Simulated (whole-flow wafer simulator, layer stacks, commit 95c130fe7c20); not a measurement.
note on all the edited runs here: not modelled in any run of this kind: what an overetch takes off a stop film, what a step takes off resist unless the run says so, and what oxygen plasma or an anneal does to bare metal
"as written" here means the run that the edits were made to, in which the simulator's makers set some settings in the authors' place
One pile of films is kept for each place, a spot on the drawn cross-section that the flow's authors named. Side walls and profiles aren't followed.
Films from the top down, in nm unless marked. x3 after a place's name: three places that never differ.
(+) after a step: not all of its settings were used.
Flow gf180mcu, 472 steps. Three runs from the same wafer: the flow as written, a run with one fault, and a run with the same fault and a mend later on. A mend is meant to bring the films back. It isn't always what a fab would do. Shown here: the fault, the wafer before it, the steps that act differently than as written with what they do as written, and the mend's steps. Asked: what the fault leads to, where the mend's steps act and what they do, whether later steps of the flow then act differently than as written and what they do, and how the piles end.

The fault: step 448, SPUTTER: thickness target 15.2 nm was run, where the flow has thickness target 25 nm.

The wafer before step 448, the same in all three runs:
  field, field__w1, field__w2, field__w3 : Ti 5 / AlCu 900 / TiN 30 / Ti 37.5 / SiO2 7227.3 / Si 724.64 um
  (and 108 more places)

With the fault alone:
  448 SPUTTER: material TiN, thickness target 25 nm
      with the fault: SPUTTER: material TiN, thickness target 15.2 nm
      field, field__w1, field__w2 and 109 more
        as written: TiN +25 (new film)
        with the fault: TiN +15.2 (new film)
  Later steps of the flow that act differently than as written (5 more steps differ only slightly, by at most 2% or 0.5 nm, whichever is larger, and aren't shown):
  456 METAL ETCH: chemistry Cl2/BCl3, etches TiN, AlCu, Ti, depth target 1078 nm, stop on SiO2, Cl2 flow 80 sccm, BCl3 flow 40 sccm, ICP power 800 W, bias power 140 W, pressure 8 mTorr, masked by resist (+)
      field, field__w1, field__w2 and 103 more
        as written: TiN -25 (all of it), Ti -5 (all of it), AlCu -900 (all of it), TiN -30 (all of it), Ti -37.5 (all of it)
        with the fault: TiN -15.2 (all of it), Ti -5 (all of it), AlCu -900 (all of it), TiN -30 (all of it), Ti -37.5 (all of it)
  At the end the piles differ from the flow's by more than 2% or 0.5 nm, whichever is larger, at field__w8, contact, m1, m1__w1, pad, m1_nw.
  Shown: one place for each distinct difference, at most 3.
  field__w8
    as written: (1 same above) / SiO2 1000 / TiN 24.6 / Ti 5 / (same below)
    with the fault: (1 same above) / SiO2 1000 / TiN 14.8 / Ti 5 / (same below)
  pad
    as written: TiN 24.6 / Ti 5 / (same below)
    with the fault: TiN 14.8 / Ti 5 / (same below)

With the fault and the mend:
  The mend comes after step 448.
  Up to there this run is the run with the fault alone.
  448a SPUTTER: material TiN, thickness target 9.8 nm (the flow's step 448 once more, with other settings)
      field, field__w1, field__w2 and 109 more
        TiN +9.8
  No later step of the flow acts differently than as written at any place that is followed.
  At the end the piles are the same as the flow's at every place that both follow.
